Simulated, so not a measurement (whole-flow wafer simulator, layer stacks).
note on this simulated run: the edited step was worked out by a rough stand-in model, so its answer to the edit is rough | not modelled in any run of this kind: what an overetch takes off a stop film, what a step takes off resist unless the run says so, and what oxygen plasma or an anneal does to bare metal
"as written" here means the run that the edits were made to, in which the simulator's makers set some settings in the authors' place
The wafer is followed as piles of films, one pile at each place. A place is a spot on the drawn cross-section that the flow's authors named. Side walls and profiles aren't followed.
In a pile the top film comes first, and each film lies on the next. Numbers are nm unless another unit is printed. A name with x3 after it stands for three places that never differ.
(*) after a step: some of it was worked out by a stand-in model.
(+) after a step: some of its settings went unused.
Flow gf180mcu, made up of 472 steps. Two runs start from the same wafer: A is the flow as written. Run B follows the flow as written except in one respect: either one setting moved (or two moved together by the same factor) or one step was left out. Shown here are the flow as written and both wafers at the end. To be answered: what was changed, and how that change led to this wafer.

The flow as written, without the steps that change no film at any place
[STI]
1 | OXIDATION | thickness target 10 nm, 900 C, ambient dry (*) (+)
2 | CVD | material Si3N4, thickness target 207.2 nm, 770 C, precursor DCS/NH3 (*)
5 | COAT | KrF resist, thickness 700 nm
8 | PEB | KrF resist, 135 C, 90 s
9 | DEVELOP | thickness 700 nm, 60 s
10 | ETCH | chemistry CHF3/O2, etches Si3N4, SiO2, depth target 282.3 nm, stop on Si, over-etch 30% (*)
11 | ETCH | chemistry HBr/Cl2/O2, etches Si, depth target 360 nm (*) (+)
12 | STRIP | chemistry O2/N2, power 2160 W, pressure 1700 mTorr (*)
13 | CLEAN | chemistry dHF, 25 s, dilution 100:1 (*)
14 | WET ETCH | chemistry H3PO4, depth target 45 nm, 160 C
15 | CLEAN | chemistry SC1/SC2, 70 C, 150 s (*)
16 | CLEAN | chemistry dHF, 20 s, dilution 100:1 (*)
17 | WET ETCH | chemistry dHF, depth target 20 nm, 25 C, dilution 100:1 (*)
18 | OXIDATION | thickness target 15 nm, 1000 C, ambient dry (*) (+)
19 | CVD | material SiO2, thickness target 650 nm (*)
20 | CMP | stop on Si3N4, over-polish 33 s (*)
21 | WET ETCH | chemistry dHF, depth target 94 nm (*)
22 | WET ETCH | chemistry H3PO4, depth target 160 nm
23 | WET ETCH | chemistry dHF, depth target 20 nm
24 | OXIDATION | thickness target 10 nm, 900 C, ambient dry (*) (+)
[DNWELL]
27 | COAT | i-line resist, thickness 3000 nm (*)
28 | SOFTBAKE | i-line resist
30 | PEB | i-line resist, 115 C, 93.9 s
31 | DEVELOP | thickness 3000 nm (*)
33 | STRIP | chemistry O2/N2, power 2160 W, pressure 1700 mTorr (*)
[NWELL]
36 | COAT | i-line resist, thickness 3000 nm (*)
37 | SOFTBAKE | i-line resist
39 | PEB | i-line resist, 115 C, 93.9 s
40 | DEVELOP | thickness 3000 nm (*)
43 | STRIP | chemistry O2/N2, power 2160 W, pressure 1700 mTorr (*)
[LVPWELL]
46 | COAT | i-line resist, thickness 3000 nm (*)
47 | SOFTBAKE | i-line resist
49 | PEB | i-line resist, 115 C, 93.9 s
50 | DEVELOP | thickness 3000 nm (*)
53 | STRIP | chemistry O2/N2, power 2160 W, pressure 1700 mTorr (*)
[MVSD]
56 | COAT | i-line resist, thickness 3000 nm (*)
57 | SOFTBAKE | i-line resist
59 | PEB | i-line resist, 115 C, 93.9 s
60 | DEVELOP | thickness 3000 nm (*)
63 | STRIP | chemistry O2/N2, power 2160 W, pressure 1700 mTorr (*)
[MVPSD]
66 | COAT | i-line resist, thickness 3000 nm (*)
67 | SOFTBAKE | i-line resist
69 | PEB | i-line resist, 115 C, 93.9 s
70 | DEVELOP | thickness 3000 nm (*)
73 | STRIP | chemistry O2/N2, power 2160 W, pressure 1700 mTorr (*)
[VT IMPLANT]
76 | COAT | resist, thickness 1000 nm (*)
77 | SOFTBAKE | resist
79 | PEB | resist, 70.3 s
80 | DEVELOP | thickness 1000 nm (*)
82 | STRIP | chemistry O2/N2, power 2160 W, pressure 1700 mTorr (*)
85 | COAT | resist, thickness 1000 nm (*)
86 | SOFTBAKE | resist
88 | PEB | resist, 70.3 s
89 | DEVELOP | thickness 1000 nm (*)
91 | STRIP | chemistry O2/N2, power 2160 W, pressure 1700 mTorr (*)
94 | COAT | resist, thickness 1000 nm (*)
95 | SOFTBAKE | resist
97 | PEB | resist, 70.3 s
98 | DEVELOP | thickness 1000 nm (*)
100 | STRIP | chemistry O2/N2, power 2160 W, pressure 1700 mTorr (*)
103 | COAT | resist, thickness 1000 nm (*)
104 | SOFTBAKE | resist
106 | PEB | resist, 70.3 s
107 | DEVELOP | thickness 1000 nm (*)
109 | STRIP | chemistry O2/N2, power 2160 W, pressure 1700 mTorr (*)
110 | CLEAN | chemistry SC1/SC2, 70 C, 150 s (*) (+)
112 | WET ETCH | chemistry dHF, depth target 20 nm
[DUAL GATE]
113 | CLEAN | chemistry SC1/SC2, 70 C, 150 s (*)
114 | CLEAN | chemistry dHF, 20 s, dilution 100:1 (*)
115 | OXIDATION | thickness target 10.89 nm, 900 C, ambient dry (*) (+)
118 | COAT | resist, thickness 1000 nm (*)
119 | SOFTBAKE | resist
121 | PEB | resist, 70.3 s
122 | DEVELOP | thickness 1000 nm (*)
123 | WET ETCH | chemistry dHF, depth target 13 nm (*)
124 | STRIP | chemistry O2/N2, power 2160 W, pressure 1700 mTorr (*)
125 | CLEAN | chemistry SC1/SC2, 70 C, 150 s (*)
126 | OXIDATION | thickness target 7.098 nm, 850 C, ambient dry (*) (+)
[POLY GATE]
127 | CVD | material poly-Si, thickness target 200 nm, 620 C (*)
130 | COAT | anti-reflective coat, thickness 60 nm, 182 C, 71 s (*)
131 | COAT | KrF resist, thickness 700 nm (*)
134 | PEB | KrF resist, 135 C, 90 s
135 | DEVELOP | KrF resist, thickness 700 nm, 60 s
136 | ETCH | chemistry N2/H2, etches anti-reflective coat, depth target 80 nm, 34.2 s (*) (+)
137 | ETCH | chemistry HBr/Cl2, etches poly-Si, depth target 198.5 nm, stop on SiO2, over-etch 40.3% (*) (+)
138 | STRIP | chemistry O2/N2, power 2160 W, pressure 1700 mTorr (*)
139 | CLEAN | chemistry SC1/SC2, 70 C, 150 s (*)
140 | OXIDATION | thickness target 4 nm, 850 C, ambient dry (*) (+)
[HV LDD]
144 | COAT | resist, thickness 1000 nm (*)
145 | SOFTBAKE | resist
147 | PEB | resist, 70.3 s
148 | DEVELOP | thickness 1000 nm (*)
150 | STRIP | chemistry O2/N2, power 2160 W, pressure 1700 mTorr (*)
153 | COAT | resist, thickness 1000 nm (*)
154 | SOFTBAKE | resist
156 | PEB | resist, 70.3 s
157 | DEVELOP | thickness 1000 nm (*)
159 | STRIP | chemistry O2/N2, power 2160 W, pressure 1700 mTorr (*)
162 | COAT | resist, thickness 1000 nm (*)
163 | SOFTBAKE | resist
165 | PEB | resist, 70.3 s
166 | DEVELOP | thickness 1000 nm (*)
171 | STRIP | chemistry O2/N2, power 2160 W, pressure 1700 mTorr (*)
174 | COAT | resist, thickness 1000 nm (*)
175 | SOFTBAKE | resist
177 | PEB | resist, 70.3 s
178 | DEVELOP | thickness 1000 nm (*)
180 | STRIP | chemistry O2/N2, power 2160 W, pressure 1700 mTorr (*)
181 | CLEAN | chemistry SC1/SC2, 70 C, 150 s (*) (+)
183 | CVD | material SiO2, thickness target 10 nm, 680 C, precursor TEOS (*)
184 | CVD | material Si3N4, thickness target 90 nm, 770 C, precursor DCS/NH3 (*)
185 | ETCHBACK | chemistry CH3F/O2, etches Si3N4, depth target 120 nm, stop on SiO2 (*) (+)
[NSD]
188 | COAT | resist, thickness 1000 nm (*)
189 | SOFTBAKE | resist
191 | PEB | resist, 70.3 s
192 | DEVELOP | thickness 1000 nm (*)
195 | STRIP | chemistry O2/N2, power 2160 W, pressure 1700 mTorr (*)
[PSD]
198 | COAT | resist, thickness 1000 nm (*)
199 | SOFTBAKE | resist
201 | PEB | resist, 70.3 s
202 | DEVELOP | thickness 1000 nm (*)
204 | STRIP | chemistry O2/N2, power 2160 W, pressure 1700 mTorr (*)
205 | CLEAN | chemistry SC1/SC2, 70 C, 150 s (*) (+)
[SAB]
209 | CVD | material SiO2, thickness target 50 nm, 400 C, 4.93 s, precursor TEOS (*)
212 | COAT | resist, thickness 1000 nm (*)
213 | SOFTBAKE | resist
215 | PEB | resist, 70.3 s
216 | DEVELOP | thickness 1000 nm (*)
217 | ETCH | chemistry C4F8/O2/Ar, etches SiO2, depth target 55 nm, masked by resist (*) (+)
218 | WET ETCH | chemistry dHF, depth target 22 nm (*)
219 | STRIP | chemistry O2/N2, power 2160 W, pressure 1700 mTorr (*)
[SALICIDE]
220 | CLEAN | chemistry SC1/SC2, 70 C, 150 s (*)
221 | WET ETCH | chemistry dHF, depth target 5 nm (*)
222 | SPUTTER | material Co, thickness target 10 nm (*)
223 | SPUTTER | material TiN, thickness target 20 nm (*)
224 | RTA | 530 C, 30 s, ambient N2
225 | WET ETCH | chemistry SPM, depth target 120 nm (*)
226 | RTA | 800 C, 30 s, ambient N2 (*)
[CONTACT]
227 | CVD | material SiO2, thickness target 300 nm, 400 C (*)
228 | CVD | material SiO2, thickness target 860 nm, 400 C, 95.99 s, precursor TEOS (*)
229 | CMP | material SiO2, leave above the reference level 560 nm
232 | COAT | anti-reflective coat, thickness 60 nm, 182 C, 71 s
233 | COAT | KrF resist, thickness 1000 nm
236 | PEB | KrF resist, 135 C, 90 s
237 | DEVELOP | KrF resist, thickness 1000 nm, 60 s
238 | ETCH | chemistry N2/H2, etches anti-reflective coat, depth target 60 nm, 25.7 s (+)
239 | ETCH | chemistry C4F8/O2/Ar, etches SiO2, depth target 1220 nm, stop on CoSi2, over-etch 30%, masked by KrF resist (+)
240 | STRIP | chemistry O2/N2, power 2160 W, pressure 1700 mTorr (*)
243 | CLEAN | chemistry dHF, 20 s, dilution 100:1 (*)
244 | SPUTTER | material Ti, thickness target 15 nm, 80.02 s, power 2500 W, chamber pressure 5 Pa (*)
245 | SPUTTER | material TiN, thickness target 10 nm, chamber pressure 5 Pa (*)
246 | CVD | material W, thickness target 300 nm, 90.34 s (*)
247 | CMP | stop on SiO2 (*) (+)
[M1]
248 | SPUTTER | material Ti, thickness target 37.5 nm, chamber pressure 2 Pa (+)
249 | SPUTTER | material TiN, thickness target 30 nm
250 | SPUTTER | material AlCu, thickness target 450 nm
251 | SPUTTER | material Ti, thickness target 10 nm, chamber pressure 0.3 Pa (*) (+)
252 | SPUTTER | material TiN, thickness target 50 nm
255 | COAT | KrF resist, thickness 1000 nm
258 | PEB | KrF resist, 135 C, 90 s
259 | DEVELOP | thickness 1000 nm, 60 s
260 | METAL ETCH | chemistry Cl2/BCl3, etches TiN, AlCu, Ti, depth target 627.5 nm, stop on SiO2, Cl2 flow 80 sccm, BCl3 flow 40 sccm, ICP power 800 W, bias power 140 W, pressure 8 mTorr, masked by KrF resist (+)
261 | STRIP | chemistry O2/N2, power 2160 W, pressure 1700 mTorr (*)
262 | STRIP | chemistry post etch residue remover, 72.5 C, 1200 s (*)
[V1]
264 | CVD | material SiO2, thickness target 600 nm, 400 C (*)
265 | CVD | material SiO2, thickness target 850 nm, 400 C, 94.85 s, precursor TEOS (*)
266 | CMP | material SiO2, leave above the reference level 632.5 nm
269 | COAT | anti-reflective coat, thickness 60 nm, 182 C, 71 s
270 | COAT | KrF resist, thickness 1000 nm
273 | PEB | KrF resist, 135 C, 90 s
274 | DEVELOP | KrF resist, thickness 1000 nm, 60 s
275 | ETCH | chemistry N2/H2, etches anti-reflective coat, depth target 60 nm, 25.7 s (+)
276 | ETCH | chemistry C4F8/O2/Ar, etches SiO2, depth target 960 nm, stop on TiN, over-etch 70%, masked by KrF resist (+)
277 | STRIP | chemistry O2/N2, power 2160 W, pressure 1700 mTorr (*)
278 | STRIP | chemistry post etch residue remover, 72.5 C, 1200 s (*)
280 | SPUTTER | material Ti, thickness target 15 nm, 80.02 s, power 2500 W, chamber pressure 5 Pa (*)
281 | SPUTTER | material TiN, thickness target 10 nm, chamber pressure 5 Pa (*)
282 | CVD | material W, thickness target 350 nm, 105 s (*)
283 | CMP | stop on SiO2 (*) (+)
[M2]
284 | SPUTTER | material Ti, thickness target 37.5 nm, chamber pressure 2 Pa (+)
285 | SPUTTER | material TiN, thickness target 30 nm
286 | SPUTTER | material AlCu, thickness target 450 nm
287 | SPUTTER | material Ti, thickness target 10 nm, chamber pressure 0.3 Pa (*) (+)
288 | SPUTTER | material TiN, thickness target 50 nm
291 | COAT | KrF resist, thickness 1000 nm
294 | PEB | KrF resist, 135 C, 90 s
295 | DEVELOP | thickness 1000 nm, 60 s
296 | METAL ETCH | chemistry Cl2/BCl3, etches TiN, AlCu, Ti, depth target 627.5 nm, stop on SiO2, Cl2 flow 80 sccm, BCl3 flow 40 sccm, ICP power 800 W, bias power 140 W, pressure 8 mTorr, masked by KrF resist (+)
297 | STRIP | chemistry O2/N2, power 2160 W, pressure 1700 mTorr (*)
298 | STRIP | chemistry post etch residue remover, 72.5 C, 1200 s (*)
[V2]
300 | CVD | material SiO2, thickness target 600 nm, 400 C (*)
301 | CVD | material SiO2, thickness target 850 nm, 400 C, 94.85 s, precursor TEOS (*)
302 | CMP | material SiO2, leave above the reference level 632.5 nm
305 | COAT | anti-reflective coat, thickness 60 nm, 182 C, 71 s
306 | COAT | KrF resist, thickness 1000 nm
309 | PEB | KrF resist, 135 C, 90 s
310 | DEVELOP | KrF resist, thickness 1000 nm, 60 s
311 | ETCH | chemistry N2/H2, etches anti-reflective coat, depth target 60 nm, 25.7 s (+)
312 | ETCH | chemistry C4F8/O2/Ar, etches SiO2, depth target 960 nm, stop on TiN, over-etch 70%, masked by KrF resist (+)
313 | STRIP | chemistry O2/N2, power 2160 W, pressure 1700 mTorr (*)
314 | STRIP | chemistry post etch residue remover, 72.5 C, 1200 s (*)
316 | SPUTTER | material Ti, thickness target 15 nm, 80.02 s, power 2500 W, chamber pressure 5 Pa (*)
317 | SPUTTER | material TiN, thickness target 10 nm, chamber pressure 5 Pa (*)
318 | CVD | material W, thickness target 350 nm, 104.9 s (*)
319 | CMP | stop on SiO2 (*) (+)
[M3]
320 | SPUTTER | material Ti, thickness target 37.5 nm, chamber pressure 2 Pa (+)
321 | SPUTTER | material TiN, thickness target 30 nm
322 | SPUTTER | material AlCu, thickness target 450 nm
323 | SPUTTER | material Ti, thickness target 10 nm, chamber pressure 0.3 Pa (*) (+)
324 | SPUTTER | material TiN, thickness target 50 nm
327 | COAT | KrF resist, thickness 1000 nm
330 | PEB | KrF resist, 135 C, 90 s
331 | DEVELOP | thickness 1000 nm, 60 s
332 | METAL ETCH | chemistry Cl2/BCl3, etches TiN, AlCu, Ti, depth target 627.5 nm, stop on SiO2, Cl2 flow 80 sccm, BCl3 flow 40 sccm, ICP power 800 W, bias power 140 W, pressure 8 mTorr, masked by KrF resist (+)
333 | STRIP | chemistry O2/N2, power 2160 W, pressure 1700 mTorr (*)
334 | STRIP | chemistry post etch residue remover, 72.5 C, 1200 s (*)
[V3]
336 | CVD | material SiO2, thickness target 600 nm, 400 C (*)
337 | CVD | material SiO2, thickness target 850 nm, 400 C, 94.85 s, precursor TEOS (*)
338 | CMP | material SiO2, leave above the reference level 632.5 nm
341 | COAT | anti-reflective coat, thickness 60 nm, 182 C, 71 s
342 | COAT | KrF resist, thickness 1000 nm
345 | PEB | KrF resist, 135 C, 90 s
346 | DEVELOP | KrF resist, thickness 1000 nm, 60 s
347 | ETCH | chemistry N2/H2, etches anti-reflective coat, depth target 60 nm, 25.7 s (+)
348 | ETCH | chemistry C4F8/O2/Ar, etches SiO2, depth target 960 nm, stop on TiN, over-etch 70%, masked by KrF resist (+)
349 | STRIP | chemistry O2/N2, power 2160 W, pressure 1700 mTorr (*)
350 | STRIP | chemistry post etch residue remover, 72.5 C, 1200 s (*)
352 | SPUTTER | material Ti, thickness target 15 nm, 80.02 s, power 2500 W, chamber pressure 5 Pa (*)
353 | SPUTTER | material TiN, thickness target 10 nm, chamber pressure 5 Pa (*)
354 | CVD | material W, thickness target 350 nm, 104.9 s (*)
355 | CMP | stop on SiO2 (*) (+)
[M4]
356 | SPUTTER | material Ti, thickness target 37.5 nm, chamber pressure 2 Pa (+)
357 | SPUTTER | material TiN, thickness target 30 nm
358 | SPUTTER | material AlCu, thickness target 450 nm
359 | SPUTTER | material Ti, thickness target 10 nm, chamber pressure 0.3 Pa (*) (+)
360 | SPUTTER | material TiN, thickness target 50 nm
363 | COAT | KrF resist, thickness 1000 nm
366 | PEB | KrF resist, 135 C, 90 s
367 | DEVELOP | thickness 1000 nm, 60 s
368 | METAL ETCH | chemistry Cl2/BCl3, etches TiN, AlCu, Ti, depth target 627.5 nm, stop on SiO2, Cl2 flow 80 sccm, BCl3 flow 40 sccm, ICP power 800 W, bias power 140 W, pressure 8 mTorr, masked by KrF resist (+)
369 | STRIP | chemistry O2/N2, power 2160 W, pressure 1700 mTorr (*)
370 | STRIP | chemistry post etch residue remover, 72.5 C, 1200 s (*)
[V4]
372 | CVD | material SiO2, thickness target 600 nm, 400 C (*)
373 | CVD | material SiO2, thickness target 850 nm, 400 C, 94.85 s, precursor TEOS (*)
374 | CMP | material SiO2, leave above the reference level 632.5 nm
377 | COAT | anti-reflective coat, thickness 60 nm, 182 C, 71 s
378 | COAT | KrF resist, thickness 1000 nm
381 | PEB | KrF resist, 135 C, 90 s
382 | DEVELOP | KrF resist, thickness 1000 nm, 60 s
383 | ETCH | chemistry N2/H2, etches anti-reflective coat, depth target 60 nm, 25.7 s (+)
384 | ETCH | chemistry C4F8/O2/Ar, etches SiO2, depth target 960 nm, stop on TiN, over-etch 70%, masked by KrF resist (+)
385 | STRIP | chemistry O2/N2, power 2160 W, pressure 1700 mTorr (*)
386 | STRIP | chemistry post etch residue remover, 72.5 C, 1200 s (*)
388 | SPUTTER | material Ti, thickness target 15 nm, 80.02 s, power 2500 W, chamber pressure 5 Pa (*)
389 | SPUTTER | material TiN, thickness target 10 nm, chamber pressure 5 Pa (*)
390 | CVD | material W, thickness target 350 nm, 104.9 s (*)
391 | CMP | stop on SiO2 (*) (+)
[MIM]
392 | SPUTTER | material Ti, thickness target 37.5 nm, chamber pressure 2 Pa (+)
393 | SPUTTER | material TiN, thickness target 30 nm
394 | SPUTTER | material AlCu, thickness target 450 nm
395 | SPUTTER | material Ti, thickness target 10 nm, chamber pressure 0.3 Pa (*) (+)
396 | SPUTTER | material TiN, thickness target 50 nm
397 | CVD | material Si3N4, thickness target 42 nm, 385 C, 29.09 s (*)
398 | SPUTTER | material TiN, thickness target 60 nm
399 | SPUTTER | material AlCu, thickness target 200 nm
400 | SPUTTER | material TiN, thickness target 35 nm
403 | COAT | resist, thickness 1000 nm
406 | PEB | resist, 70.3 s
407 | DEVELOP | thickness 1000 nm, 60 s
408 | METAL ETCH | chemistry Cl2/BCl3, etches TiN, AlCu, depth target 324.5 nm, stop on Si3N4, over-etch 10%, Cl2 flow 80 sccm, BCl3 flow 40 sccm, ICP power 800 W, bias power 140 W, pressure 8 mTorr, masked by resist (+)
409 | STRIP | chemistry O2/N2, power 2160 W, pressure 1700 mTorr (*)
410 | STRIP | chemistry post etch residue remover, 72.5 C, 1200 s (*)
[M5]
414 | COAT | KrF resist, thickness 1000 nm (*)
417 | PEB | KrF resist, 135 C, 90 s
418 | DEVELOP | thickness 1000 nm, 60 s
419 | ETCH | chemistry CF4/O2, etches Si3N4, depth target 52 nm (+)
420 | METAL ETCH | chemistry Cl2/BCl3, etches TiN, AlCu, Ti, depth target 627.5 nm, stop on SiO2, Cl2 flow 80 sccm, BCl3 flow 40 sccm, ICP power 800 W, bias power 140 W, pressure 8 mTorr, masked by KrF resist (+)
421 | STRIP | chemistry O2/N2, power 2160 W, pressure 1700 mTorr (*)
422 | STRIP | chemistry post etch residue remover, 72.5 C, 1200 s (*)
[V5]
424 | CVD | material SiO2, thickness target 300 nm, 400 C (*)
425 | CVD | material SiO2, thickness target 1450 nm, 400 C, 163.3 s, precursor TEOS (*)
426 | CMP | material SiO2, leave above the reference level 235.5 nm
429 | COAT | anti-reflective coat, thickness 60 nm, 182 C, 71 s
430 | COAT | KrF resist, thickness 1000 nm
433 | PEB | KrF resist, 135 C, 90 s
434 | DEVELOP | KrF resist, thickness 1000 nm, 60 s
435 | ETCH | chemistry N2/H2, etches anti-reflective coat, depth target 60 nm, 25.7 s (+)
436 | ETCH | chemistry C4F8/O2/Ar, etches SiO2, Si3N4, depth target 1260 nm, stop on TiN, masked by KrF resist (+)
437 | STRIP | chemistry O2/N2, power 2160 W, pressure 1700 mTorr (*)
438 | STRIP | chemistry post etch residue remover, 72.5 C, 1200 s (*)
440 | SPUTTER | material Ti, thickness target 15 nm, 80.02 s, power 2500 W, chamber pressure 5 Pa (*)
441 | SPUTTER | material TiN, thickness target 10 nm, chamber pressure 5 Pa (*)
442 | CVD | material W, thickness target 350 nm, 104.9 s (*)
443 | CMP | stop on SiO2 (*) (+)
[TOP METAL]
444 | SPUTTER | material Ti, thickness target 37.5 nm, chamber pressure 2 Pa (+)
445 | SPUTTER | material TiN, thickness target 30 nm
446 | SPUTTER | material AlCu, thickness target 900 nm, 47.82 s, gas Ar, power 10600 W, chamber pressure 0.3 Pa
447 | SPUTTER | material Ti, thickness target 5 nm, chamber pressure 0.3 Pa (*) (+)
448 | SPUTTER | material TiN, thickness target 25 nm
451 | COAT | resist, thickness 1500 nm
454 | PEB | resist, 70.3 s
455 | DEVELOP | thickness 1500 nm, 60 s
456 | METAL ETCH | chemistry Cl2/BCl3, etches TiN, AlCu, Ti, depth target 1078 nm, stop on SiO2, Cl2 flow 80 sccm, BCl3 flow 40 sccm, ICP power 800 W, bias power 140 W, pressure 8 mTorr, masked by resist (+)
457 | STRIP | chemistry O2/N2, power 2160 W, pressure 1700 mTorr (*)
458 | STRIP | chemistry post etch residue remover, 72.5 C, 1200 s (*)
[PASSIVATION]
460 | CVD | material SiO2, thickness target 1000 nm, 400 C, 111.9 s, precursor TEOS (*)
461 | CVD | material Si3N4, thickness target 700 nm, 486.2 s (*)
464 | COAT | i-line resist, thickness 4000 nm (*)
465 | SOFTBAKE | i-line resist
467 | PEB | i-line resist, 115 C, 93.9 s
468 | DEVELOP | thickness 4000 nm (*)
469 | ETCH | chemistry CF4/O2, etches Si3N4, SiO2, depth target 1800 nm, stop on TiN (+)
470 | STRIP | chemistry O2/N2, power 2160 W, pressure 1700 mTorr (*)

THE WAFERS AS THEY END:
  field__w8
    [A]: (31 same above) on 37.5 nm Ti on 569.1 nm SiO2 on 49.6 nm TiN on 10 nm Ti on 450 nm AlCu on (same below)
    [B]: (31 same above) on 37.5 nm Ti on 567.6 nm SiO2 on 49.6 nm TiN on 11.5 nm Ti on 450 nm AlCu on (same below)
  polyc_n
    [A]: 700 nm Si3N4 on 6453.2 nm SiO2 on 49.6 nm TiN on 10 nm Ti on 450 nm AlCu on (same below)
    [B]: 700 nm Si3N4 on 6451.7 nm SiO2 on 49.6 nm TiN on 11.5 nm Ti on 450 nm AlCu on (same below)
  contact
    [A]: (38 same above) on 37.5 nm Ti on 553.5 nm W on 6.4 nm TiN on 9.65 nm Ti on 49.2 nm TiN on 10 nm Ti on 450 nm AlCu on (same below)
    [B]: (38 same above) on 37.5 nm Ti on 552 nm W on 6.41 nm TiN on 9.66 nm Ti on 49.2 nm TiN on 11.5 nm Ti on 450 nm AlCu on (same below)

The reason: step 251, SPUTTER: thickness target 11.5 nm was run, though the flow has thickness target 10 nm.
One can read it off the wafer: field__w8 has Ti 11.5, and step 251 as written asks for 10 nm.

Step by step, how the change led to this:
  251 | SPUTTER | material Ti, thickness target 10 nm, chamber pressure 0.3 Pa (*) (+)
      field, field__w1, field__w2 and 108 more: A Ti gains 10 (new film) | B Ti gains 11.5 (new film)
  260 | METAL ETCH | chemistry Cl2/BCl3, etches TiN, AlCu, Ti, depth target 627.5 nm, stop on SiO2, Cl2 flow 80 sccm, BCl3 flow 40 sccm, ICP power 800 W, bias power 140 W, pressure 8 mTorr, masked by KrF resist (+)
      field, field__w1, field__w2 and 99 more: A TiN loses 50 (all of it), Ti loses 10 (all of it), AlCu loses 450 (all of it), TiN loses 30 (all of it), Ti loses 37.5 (all of it) | B TiN loses 50 (all of it), Ti loses 11.5 (all of it), AlCu loses 450 (all of it), TiN loses 30 (all of it), Ti loses 37.5 (all of it)
